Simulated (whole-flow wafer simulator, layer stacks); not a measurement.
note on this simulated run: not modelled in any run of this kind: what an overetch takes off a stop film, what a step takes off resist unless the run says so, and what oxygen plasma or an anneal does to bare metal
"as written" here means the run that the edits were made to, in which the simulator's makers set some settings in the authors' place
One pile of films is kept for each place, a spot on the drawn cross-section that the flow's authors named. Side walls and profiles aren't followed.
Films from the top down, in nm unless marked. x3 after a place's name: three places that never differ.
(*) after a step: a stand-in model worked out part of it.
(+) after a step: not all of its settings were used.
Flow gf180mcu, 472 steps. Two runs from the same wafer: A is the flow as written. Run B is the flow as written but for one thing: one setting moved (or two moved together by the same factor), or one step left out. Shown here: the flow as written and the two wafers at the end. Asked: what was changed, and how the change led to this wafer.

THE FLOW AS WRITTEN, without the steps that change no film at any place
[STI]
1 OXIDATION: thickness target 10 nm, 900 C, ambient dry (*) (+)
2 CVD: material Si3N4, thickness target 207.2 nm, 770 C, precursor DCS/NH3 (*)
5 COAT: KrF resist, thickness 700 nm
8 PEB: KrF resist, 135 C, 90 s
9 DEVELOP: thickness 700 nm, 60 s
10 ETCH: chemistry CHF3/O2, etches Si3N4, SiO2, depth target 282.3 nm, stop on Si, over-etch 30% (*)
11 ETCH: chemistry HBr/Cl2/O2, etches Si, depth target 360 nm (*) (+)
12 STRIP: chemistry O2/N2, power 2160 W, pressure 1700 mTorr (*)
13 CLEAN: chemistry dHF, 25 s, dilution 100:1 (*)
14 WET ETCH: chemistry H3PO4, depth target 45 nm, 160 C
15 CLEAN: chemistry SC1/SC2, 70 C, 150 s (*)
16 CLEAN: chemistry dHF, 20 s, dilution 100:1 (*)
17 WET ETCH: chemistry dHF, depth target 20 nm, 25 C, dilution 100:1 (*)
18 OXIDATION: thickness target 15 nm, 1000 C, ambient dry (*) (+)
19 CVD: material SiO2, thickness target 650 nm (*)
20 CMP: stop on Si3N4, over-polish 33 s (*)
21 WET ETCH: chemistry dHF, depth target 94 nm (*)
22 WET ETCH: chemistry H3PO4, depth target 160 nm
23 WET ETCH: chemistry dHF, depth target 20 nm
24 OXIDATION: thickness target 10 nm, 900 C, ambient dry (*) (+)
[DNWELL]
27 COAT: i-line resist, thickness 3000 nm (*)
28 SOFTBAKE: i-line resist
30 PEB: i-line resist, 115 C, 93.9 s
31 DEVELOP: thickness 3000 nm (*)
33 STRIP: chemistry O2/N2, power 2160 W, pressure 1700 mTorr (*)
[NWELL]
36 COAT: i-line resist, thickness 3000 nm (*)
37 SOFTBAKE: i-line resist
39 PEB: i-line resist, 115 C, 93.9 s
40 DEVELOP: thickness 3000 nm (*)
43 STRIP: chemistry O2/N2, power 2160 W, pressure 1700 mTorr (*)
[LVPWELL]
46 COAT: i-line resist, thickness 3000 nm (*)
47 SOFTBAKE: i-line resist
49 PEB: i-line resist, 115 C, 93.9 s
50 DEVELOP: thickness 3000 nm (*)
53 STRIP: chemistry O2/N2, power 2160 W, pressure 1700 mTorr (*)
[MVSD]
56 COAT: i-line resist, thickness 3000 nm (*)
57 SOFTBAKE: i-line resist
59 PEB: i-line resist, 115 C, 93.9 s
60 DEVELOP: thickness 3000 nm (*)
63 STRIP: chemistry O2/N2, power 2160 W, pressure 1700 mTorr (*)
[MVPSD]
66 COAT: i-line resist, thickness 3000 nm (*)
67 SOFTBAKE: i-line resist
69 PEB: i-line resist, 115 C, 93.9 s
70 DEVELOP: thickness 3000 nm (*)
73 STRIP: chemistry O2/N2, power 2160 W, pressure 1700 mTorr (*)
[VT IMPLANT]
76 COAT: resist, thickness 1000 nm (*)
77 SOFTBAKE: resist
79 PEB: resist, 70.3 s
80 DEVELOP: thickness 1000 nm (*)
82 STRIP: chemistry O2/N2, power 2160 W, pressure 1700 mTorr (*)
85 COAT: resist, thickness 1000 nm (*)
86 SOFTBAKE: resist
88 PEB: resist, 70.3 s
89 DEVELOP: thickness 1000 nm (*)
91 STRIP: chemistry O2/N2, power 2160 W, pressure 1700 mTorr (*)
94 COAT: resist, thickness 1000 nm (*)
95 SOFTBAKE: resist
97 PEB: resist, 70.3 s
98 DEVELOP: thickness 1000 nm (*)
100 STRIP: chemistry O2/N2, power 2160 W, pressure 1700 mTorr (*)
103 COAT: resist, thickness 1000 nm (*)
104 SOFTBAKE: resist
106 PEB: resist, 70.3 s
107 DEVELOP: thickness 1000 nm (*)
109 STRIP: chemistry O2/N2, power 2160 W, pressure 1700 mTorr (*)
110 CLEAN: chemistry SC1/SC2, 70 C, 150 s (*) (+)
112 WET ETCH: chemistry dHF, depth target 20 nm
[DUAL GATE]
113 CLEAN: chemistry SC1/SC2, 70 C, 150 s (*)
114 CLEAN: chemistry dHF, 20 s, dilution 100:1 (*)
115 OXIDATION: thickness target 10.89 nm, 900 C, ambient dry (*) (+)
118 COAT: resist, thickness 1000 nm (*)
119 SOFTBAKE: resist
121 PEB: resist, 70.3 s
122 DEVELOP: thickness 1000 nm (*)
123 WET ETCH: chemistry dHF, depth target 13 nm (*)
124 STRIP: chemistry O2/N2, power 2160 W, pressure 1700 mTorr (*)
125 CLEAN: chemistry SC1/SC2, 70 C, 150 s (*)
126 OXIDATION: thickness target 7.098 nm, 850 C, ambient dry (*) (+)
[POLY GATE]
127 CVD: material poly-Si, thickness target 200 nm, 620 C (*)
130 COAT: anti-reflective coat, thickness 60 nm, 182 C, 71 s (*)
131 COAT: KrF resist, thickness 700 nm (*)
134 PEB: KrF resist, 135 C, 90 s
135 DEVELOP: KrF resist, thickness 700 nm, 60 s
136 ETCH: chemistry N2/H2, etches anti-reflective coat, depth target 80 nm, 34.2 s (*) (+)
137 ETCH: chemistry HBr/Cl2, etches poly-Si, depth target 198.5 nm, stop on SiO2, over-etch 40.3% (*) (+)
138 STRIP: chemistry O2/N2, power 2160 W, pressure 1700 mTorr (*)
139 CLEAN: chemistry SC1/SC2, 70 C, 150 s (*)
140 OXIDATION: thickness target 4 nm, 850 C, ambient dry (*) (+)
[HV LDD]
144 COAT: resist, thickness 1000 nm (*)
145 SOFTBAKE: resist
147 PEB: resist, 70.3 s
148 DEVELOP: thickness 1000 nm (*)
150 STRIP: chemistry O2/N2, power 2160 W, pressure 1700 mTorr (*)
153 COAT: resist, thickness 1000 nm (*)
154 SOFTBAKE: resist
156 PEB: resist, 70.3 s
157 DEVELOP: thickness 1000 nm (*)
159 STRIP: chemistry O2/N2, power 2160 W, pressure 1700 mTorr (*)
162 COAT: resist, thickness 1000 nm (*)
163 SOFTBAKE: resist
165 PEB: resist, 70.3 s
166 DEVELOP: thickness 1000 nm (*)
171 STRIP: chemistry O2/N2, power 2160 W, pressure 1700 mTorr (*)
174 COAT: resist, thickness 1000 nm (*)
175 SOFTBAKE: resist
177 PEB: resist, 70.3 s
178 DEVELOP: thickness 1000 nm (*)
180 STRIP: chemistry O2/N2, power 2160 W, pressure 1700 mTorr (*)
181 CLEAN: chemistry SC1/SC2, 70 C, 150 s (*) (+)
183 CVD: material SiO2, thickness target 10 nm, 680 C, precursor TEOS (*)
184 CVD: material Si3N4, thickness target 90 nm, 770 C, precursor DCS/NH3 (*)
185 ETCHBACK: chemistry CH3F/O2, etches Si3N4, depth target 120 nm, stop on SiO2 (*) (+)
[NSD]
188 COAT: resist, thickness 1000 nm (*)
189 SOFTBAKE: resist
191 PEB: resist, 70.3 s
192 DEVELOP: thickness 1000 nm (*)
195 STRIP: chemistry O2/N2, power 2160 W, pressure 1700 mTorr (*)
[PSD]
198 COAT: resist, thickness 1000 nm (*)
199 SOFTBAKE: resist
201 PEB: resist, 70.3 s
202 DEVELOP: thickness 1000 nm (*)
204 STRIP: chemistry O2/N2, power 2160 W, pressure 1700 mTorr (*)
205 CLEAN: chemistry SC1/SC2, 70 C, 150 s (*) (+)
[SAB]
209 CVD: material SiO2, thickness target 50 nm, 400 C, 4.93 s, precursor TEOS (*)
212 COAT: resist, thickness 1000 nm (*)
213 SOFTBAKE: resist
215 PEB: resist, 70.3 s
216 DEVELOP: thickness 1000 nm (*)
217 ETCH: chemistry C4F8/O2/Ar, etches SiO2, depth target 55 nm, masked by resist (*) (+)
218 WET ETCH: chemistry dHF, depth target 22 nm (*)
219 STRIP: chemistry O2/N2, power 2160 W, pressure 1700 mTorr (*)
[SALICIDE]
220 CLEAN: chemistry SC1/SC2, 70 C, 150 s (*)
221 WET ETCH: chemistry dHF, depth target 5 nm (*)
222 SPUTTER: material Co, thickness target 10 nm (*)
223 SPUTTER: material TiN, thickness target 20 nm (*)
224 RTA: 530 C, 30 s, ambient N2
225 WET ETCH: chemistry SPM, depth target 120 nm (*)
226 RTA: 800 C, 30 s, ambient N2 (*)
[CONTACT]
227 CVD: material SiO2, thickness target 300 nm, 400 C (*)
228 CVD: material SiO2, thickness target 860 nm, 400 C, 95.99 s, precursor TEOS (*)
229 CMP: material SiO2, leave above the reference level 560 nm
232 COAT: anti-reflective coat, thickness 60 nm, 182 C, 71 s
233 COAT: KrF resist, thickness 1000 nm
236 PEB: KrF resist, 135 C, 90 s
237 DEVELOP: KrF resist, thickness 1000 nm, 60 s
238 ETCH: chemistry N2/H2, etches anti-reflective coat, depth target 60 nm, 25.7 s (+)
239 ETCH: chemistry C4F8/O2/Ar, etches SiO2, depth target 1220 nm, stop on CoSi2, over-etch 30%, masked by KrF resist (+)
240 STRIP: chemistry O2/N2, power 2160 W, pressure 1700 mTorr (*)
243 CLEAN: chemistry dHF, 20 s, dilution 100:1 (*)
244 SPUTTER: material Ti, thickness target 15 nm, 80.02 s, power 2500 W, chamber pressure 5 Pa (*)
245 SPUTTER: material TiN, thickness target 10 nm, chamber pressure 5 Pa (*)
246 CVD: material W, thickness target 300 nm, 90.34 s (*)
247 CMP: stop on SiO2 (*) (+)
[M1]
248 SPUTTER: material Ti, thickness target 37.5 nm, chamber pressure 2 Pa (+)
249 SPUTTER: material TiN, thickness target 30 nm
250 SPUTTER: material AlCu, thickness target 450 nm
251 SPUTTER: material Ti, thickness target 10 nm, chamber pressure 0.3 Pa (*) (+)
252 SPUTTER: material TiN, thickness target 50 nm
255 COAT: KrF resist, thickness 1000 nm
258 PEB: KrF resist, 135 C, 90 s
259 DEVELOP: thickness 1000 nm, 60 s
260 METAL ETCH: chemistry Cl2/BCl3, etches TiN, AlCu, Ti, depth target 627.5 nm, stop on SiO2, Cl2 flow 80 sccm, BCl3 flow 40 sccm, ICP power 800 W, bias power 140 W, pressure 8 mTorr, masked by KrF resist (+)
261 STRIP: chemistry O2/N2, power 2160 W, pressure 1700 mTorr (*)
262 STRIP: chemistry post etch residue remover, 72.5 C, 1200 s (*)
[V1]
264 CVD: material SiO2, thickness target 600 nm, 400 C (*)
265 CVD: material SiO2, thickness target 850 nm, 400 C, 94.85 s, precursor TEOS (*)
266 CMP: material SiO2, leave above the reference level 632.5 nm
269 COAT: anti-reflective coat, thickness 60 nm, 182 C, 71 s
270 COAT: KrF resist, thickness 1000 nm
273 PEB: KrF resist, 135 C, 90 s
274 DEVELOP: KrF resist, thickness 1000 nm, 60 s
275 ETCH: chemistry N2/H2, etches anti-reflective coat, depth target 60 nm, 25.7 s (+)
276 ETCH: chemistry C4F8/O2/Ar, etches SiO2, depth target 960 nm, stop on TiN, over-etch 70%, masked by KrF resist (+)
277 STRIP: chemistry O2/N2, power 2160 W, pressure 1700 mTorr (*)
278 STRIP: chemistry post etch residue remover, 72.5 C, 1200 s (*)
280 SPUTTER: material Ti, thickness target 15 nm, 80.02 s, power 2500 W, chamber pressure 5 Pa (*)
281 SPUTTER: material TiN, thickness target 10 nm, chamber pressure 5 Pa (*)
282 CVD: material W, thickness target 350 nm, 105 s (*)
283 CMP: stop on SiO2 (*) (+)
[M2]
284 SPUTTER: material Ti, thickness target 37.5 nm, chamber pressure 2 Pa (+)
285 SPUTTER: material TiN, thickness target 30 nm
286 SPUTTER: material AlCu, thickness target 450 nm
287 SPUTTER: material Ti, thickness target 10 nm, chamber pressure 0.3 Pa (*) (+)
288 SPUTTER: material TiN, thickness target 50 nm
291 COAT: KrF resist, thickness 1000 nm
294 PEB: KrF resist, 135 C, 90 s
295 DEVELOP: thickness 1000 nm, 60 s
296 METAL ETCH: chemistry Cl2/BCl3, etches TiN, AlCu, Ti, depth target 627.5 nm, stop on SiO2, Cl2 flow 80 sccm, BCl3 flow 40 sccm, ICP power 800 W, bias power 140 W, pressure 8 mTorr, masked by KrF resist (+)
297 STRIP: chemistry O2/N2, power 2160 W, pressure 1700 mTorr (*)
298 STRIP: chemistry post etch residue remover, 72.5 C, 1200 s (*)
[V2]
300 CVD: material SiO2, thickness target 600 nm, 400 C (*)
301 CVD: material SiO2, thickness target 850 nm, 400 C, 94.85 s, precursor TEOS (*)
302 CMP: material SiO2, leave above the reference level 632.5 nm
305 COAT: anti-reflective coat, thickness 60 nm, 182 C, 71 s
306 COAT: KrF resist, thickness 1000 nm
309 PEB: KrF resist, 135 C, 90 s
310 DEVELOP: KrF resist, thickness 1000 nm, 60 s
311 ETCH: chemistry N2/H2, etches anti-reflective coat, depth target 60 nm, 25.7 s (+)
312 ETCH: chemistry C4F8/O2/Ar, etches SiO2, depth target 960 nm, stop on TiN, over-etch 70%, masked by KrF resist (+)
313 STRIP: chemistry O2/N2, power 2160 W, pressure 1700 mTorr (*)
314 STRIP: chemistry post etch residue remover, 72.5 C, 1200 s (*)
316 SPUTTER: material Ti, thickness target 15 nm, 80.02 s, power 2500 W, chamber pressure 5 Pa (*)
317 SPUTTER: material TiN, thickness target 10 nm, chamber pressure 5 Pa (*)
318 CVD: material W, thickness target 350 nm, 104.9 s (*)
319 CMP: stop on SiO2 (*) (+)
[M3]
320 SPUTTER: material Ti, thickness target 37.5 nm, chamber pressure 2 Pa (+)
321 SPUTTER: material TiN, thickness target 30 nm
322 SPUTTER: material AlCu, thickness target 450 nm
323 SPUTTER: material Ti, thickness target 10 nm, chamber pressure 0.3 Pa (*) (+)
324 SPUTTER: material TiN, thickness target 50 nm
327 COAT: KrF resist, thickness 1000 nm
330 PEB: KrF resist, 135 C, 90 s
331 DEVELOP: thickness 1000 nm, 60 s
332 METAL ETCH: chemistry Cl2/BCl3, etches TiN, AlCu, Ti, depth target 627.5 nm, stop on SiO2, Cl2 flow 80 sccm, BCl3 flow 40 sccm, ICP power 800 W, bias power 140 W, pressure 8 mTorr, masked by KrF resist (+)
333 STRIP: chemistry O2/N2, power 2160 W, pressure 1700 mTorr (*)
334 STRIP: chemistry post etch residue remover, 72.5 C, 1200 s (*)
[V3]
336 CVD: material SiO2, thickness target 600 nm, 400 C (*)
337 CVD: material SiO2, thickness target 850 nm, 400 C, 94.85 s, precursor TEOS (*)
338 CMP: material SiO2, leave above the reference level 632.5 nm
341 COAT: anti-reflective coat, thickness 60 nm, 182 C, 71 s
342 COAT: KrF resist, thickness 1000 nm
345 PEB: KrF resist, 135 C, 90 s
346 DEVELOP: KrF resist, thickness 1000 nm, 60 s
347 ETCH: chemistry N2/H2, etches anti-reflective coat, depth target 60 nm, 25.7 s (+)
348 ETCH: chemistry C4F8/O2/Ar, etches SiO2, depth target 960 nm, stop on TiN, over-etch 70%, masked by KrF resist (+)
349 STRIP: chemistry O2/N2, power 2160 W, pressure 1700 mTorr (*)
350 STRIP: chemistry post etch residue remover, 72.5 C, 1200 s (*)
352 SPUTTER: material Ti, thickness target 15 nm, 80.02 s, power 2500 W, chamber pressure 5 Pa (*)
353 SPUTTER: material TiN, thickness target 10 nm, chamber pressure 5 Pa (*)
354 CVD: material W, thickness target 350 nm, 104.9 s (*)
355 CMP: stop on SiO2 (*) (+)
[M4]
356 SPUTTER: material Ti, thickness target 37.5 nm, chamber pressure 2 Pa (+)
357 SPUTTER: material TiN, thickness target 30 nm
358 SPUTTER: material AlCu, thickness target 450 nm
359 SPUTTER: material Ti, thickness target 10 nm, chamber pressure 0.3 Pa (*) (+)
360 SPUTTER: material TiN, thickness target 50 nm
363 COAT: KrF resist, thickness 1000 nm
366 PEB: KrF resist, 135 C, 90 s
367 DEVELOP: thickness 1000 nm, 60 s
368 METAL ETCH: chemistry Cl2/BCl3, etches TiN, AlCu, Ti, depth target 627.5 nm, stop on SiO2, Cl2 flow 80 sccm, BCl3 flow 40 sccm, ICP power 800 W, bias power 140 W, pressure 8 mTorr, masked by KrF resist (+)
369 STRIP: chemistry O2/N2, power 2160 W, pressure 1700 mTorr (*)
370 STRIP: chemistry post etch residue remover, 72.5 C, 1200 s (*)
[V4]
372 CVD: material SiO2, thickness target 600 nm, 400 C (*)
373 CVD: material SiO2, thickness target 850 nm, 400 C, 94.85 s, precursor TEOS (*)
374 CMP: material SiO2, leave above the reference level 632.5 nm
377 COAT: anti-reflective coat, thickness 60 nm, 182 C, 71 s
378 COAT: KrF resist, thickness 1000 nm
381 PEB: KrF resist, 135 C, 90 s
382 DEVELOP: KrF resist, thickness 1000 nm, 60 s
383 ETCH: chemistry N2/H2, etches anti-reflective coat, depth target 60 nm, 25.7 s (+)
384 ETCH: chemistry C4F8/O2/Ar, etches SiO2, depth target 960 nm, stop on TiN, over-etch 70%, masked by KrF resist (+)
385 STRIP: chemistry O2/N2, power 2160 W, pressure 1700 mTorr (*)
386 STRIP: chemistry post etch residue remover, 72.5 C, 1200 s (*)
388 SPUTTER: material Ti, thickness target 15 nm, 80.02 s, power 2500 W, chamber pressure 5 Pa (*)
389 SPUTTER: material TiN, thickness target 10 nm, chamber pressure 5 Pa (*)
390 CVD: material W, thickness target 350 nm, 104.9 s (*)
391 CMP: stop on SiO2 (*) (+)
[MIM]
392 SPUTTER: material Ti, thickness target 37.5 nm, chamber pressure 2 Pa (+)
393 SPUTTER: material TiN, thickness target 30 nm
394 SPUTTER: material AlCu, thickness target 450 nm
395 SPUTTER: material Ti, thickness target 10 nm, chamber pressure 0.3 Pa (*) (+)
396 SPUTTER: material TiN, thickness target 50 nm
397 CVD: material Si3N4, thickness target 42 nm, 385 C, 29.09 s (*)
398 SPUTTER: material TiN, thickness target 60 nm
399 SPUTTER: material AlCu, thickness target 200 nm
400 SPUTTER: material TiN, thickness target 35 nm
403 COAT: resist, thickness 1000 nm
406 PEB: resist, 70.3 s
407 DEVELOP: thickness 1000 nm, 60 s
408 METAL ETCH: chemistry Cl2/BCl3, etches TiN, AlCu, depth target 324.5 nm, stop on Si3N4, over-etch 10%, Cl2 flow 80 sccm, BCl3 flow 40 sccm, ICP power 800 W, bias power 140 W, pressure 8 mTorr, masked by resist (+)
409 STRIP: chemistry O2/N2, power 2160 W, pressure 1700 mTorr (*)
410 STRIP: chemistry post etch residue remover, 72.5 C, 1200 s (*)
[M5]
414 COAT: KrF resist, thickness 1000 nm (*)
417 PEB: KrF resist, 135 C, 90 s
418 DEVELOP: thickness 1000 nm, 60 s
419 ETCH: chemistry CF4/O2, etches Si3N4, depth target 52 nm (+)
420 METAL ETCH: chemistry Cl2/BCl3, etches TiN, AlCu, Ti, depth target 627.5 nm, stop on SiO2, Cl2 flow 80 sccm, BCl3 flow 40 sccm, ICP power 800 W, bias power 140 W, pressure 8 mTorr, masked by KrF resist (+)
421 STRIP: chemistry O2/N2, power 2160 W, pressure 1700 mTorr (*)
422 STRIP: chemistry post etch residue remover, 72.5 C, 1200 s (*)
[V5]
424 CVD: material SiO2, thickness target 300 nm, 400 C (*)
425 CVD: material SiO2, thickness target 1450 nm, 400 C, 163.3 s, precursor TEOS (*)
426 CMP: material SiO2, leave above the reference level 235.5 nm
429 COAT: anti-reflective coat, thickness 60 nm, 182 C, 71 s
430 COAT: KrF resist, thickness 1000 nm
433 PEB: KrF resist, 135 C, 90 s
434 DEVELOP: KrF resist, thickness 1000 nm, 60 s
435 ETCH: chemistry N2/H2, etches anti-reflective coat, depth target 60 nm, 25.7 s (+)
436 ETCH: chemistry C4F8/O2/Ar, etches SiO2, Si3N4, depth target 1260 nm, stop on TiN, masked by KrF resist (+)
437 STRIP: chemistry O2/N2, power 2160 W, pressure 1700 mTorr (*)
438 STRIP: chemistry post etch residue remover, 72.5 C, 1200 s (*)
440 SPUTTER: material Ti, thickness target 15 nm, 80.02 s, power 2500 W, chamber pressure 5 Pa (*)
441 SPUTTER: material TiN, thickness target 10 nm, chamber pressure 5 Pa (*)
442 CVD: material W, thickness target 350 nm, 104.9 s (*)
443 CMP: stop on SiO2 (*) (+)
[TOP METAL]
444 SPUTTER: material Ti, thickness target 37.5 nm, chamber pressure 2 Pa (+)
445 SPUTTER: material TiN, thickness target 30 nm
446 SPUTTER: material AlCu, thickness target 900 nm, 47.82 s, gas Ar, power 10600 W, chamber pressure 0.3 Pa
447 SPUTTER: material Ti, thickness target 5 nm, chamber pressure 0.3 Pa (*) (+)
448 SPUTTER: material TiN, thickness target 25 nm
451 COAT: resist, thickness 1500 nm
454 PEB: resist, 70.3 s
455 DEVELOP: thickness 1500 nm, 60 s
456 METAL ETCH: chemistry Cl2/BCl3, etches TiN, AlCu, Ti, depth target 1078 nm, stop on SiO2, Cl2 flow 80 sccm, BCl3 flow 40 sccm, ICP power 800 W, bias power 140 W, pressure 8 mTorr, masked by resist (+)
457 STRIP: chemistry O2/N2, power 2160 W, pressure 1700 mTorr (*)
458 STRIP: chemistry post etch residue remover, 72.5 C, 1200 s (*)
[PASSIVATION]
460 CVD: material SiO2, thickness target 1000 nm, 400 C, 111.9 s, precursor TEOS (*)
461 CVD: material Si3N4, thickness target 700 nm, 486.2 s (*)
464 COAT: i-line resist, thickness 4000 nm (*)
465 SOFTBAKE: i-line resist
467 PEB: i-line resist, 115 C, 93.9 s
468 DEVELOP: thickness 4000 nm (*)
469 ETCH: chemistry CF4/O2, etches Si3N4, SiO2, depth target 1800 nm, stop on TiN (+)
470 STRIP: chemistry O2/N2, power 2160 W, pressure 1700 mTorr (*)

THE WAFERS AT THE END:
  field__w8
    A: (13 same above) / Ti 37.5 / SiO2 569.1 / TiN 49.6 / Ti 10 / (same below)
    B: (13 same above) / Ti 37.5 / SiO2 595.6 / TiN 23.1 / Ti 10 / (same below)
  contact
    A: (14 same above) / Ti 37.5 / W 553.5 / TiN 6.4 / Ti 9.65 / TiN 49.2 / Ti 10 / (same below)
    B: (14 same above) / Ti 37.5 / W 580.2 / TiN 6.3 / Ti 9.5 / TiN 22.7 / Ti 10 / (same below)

The cause: step 360, SPUTTER: thickness target 23.5 nm was run, where the flow has thickness target 50 nm.

How the change led to this, step by step:
  360 SPUTTER: material TiN, thickness target 50 nm
      field, field__w1, field__w2 and 108 more: A TiN +50 (new film) | B TiN +23.5 (new film)
  368 METAL ETCH: chemistry Cl2/BCl3, etches TiN, AlCu, Ti, depth target 627.5 nm, stop on SiO2, Cl2 flow 80 sccm, BCl3 flow 40 sccm, ICP power 800 W, bias power 140 W, pressure 8 mTorr, masked by KrF resist (+)
      field, field__w1, field__w2 and 103 more: A TiN -50 (all of it), Ti -10 (all of it), AlCu -450 (all of it), TiN -30 (all of it), Ti -37.5 (all of it) | B TiN -23.5 (all of it), Ti -10 (all of it), AlCu -450 (all of it), TiN -30 (all of it), Ti -37.5 (all of it)
  374 CMP: material SiO2, leave above the reference level 632.5 nm
      field__w8, contact, m1, m1__w1, m1_nw: A SiO2 -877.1 | B SiO2 -850.6
  384 ETCH: chemistry C4F8/O2/Ar, etches SiO2, depth target 960 nm, stop on TiN, over-etch 70%, masked by KrF resist (+)
      contact: A SiO2 -572.5 (all of it) | B SiO2 -599 (all of it)
  390 CVD: material W, thickness target 350 nm, 104.9 s (*)
      contact: A W +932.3 (new film) | B W +959 (new film)
